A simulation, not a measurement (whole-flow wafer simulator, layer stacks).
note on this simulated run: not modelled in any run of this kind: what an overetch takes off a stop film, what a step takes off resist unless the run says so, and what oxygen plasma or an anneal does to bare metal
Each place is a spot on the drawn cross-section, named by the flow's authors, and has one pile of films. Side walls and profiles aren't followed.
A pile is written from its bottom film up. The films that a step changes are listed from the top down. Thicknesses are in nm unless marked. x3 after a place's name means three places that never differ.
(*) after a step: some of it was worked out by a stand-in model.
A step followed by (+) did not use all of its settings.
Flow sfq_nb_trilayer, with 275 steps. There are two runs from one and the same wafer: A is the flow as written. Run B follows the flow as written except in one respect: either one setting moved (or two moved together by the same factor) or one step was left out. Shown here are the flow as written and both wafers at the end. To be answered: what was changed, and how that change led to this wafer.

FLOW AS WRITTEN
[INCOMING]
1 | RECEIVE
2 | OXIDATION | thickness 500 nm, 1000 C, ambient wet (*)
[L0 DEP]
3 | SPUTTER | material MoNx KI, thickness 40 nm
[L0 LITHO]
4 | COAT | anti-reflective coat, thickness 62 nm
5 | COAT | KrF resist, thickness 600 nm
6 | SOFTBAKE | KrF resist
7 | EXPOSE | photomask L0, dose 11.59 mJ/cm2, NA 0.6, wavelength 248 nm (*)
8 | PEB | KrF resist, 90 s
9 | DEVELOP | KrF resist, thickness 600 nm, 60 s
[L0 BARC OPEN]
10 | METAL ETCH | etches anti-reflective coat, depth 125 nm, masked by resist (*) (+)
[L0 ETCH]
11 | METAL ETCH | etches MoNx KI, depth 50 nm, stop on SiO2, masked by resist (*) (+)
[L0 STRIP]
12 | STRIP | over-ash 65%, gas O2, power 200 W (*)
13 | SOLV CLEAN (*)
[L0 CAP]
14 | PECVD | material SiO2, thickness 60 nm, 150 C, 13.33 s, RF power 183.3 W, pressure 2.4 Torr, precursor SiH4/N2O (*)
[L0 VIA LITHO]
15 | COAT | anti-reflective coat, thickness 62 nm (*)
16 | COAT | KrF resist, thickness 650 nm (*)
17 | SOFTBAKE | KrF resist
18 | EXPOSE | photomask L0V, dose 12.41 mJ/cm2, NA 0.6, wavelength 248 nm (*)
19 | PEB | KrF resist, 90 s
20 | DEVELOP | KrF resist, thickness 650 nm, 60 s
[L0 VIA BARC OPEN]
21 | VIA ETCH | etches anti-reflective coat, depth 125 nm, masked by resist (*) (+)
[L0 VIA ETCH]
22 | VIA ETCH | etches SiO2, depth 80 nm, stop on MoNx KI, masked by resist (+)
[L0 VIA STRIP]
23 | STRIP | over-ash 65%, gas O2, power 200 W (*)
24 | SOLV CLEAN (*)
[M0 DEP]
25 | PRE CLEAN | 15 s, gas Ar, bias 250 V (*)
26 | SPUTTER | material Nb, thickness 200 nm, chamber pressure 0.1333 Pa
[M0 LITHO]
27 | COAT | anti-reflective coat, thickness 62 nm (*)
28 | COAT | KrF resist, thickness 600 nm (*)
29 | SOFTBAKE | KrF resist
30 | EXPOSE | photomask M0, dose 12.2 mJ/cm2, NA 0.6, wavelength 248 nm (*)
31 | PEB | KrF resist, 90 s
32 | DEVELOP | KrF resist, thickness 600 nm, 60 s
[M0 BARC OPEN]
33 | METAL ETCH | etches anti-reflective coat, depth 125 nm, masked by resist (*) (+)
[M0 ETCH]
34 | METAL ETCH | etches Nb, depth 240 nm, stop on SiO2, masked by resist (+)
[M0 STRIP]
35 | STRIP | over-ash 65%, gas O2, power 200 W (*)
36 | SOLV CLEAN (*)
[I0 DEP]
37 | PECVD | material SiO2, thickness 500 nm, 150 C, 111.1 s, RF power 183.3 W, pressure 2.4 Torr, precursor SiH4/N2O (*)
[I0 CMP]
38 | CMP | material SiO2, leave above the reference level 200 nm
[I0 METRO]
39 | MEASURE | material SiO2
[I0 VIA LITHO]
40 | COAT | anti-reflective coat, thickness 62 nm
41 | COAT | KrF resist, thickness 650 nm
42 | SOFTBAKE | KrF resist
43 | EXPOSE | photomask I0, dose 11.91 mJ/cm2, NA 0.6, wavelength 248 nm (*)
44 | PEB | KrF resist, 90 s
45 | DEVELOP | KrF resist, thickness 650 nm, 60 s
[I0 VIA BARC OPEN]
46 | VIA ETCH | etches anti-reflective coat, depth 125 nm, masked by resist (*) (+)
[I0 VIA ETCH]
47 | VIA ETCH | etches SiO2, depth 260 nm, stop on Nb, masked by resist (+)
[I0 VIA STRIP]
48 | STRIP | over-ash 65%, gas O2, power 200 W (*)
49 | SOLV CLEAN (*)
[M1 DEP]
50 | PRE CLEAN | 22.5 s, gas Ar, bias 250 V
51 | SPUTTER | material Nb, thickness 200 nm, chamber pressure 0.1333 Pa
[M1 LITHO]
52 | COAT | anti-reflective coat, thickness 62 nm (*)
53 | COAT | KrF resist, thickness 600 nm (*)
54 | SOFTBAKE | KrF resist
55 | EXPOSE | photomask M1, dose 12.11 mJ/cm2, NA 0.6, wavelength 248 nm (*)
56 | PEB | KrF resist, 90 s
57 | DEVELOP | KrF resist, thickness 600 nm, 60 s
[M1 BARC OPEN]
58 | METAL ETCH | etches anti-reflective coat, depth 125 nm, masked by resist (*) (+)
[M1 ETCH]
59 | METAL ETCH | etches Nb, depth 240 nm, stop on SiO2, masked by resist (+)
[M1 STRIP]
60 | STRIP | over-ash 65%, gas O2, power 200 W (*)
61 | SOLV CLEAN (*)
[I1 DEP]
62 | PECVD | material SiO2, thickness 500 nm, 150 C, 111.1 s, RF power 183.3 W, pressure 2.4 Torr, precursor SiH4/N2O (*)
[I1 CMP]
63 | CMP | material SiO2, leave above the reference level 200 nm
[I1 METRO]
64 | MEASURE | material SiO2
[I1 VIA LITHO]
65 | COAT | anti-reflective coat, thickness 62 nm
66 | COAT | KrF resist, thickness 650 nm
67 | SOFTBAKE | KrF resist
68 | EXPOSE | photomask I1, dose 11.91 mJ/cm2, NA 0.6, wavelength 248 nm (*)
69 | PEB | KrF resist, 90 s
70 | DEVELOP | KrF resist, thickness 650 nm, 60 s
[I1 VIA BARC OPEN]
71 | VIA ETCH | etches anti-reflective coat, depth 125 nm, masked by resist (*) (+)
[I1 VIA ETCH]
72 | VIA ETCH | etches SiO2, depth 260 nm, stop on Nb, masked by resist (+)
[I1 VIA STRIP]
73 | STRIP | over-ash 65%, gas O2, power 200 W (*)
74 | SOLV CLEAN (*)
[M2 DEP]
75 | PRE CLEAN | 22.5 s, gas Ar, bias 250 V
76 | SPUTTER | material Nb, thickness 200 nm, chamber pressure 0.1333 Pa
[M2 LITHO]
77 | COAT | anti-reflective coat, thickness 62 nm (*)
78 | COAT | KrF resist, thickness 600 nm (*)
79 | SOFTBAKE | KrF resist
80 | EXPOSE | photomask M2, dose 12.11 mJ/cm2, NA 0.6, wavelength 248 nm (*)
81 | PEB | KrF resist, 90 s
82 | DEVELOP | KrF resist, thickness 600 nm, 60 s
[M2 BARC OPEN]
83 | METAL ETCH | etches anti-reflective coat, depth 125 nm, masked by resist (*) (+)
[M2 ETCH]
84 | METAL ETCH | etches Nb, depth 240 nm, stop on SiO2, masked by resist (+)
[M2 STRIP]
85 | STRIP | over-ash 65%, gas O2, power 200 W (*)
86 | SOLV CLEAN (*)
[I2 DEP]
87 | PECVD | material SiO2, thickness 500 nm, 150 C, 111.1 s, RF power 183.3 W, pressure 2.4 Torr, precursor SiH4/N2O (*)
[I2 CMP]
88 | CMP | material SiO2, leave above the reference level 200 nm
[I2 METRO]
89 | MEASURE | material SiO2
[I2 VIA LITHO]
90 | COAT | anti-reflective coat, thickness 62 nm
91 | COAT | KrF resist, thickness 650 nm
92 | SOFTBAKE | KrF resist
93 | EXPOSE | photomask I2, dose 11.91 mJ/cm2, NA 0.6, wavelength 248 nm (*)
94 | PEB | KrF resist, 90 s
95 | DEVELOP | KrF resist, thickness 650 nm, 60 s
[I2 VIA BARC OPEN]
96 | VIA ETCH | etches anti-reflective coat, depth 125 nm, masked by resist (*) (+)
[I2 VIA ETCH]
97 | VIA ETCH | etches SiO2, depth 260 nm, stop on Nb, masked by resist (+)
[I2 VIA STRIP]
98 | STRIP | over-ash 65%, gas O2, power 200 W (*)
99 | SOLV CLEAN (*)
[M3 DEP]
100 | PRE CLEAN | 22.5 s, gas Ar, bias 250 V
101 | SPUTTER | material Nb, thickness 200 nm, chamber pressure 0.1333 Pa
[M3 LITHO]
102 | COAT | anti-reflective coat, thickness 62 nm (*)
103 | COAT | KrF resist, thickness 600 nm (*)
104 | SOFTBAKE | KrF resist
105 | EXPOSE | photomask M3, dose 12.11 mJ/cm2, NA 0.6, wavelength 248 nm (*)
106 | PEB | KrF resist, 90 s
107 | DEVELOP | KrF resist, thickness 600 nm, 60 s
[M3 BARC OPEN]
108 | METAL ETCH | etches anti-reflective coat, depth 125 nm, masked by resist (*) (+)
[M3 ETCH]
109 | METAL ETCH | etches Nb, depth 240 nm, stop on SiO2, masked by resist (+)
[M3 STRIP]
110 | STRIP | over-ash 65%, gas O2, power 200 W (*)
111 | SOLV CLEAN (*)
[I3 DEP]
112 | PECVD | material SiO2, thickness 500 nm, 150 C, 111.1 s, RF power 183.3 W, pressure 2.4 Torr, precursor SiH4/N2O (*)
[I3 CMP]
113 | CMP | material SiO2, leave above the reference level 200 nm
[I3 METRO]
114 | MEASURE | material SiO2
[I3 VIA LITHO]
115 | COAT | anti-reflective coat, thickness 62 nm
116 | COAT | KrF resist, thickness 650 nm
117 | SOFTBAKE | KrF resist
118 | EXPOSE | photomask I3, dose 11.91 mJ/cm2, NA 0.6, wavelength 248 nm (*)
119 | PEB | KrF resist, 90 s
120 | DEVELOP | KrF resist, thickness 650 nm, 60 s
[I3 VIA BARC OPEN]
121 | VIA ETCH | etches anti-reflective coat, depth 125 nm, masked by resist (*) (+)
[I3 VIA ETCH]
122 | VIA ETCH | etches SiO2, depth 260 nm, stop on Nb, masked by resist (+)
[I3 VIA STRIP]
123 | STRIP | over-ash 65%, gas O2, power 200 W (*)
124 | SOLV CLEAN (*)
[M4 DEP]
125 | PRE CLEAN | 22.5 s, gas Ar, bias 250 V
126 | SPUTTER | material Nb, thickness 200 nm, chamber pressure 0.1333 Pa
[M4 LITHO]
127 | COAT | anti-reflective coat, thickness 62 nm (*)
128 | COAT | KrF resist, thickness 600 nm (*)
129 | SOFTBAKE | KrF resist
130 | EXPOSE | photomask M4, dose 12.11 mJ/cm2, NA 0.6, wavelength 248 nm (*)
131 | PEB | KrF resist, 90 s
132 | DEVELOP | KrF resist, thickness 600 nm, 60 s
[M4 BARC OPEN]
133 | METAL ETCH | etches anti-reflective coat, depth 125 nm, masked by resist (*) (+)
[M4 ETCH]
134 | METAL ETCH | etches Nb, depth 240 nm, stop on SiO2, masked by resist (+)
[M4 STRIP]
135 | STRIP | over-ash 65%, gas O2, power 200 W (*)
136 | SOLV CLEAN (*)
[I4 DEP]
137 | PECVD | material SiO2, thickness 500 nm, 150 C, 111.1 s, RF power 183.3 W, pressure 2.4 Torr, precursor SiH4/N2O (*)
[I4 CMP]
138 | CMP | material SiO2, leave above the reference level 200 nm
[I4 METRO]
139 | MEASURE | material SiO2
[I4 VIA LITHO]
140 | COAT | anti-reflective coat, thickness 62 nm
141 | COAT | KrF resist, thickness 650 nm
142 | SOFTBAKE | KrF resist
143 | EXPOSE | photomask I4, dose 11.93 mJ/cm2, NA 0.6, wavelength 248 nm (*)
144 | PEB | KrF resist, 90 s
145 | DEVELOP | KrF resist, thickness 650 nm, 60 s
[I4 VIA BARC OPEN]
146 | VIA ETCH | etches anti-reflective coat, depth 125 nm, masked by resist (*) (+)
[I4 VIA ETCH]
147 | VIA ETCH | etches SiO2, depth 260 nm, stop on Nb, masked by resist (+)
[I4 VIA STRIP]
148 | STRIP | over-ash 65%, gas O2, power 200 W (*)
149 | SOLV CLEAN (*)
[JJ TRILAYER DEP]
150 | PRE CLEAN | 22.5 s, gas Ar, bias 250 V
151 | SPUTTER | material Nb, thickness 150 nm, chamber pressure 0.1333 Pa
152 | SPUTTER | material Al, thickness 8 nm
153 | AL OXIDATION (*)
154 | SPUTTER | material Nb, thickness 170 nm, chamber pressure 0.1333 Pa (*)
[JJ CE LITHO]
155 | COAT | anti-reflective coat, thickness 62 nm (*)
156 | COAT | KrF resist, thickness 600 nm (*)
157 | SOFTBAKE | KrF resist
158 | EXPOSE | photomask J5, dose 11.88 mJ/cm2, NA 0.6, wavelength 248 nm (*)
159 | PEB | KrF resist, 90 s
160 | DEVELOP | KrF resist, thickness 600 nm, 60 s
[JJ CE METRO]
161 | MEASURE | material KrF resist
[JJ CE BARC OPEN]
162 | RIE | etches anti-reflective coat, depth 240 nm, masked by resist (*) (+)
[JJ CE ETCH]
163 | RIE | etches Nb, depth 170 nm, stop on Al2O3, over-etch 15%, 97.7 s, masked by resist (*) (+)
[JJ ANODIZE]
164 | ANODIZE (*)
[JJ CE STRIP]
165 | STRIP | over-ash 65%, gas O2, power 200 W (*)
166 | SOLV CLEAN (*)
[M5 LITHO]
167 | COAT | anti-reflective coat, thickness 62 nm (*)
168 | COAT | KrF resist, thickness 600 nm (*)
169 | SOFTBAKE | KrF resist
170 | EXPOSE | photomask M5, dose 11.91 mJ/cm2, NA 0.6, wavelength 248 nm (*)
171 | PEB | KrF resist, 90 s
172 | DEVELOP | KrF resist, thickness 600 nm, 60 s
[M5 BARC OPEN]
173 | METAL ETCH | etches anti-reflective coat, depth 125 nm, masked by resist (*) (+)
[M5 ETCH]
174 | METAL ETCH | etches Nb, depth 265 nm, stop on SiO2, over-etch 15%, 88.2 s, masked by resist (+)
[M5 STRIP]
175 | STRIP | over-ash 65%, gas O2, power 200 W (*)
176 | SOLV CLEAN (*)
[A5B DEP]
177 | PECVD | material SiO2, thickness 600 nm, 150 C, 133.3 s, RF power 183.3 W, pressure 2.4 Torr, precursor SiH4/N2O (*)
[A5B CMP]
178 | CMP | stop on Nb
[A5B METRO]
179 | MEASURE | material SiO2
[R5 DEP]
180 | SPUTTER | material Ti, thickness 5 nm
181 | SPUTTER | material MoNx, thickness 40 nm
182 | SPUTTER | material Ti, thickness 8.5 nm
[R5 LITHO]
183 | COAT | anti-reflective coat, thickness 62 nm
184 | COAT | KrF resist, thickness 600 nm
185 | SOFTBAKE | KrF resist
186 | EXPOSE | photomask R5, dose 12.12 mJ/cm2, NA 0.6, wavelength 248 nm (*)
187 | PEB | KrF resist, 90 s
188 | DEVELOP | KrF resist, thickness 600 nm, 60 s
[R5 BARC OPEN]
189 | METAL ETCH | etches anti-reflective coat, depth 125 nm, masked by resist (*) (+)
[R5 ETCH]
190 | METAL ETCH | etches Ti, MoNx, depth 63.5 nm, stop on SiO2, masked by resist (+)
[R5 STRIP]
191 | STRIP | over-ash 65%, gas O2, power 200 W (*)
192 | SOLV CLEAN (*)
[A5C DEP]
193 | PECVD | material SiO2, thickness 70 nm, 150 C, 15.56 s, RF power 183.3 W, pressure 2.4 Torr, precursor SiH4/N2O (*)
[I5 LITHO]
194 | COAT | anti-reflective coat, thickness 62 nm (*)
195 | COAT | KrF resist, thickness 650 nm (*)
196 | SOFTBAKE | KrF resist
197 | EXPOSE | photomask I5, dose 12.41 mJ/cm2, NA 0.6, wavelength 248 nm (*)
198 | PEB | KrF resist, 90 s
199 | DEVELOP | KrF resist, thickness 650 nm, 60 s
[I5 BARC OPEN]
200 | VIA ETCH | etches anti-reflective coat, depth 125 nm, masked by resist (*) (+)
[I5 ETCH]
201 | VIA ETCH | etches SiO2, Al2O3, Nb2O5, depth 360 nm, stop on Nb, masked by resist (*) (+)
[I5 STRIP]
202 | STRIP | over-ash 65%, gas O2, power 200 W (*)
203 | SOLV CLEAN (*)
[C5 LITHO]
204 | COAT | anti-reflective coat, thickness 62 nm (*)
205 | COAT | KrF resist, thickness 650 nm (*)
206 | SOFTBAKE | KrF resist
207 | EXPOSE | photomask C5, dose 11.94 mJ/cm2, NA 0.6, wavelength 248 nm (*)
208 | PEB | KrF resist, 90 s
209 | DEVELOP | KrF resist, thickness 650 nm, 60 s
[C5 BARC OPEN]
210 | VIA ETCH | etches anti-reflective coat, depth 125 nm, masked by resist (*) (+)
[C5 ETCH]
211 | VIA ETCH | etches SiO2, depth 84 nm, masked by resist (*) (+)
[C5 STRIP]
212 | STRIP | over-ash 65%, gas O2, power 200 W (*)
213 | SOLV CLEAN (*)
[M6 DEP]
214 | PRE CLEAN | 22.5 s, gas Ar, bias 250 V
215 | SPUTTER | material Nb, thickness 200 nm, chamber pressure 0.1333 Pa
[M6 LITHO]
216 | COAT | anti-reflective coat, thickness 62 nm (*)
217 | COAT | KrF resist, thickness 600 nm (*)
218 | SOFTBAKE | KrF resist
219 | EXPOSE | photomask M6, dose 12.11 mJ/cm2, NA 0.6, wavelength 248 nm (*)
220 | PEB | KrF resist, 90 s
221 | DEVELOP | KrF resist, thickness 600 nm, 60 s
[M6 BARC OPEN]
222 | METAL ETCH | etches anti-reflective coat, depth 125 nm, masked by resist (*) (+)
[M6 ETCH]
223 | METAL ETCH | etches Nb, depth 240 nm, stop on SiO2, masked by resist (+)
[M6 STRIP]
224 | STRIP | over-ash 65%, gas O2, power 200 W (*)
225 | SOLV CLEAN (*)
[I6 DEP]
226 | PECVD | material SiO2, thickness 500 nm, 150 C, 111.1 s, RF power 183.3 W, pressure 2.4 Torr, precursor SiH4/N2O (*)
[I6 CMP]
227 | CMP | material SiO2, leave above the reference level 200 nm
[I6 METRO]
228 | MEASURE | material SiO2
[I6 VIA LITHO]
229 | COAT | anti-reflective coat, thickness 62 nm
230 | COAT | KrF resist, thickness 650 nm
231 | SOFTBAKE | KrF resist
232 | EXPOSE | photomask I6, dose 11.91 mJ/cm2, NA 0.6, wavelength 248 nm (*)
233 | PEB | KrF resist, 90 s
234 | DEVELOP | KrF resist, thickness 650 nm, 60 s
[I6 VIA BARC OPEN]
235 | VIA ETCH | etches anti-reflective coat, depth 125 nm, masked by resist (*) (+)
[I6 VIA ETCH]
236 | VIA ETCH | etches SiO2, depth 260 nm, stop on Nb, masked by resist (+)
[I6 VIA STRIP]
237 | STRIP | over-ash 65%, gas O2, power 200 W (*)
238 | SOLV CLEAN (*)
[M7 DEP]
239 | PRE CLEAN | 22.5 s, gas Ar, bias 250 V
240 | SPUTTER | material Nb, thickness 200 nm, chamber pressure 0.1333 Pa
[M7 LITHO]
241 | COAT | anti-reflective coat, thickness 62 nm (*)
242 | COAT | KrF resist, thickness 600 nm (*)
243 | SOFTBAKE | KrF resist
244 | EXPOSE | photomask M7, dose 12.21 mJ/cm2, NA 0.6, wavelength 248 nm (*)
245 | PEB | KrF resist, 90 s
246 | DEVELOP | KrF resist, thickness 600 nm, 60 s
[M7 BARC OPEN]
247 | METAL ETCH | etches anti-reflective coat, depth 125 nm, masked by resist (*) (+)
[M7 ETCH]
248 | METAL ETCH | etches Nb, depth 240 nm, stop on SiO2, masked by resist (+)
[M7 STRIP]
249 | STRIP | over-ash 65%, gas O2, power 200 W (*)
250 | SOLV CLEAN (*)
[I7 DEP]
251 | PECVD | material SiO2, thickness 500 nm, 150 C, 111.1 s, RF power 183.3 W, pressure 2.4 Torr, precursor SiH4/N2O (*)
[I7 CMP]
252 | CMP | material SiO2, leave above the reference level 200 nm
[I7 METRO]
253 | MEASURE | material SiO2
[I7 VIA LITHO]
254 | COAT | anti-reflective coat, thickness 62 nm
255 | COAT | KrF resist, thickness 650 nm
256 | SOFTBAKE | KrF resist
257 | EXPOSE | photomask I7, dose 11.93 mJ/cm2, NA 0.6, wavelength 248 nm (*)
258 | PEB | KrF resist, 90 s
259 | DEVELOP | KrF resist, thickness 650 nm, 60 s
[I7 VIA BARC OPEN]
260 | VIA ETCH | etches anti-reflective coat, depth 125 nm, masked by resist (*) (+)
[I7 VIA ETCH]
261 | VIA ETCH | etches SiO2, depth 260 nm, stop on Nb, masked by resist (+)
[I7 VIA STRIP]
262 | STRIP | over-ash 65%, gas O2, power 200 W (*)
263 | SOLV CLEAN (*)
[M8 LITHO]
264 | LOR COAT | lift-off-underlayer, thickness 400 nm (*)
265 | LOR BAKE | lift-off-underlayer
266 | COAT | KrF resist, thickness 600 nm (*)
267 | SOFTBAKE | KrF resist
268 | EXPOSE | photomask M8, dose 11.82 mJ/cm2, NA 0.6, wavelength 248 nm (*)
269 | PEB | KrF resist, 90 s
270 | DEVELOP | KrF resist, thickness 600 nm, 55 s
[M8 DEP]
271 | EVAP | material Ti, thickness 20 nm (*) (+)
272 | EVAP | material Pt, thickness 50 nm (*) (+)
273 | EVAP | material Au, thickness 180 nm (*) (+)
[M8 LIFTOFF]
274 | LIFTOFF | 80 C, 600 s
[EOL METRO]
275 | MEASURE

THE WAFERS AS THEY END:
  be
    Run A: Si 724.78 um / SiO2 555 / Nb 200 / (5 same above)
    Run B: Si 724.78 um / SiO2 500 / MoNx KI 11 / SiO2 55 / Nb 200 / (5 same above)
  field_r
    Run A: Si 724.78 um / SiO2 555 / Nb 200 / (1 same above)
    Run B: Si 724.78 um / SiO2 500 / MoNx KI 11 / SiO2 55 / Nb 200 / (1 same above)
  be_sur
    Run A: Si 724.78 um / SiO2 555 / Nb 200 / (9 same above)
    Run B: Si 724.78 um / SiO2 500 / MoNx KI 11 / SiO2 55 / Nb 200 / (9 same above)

The reason: step 3, SPUTTER: thickness 61 nm was run, though the flow has thickness 40 nm.

The path from the change to this, step by step:
  3 | SPUTTER | material MoNx KI, thickness 40 nm
      field_l, v_sur, via_wl and 103 more: A +40 MoNx KI (new film) | B +61 MoNx KI (new film)
  11 | METAL ETCH | etches MoNx KI, depth 50 nm, stop on SiO2, masked by resist (*) (+)
      v_sur, via_wl, via_w and 97 more: A -40 MoNx KI (all of it) | B -50 MoNx KI
  14 | PECVD | material SiO2, thickness 60 nm, 150 C, 13.33 s, RF power 183.3 W, pressure 2.4 Torr, precursor SiH4/N2O (*)
      v_sur, via_wl, via_w and 97 more: A +60 SiO2 | B +60 SiO2 (new film)
  15 | COAT | anti-reflective coat, thickness 62 nm (*)
      field_l: A +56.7 anti-reflective coat (new film) | B +55.5 anti-reflective coat (new film)
      v_sur: A +72.2 anti-reflective coat (new film) | B +74.9 anti-reflective coat (new film)
      (and at 2 other places as well)
  23 | STRIP | over-ash 65%, gas O2, power 200 W (*)
      field_l: A -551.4 KrF resist (all of it), -56.7 anti-reflective coat (all of it) | B -549.3 KrF resist (all of it), -55.5 anti-reflective coat (all of it)
      v_sur: A -570.5 KrF resist (all of it), -72.2 anti-reflective coat (all of it) | B -573.1 KrF resist (all of it), -74.9 anti-reflective coat (all of it)
      (and at 2 other places as well)
  27 | COAT | anti-reflective coat, thickness 62 nm (*)
      v_sur: A +72.3 anti-reflective coat (new film) | B +75.1 anti-reflective coat (new film)
      l0_sur: A +47.5 anti-reflective coat (new film) | B +46.5 anti-reflective coat (new film)
      (and at 1 other place as well)
  35 | STRIP | over-ash 65%, gas O2, power 200 W (*)
      v_sur: A -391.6 KrF resist (all of it), -72.3 anti-reflective coat (all of it) | B -393.9 KrF resist (all of it), -75.1 anti-reflective coat (all of it)
      l0_sur: A -372 KrF resist (all of it), -47.5 anti-reflective coat (all of it) | B -369.2 KrF resist (all of it), -46.5 anti-reflective coat (all of it)
      (and at 1 other place as well)
  38 | CMP | material SiO2, leave above the reference level 200 nm
      field_l, l0_sur, l0r_line_l, l0r_line_c, l0r_line_r: A -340 SiO2 | B -350 SiO2
      l0v: A -277.8 SiO2 | B -287.8 SiO2
Taking metal films that touch as one body, be has 4 bodies (between them, from the top down: SiO2 503.2; SiO2 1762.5; SiO2 55); the flow as written gives 3 bodies (between them, from the top down: SiO2 503.2; SiO2 1762.5).
Taking metal films that touch as one body, field_r has 2 bodies (between them, from the top down: SiO2 55); the flow as written gives 1 body.
Taking metal films that touch as one body, be_sur has 5 bodies (between them, from the top down: SiO2 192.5; SiO2 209 / Al2O3 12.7 / Nb2O5 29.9; SiO2 1762.5; SiO2 55); the flow as written gives 4 bodies (between them, from the top down: SiO2 192.5; SiO2 209 / Al2O3 12.7 / Nb2O5 29.9; SiO2 1762.5).
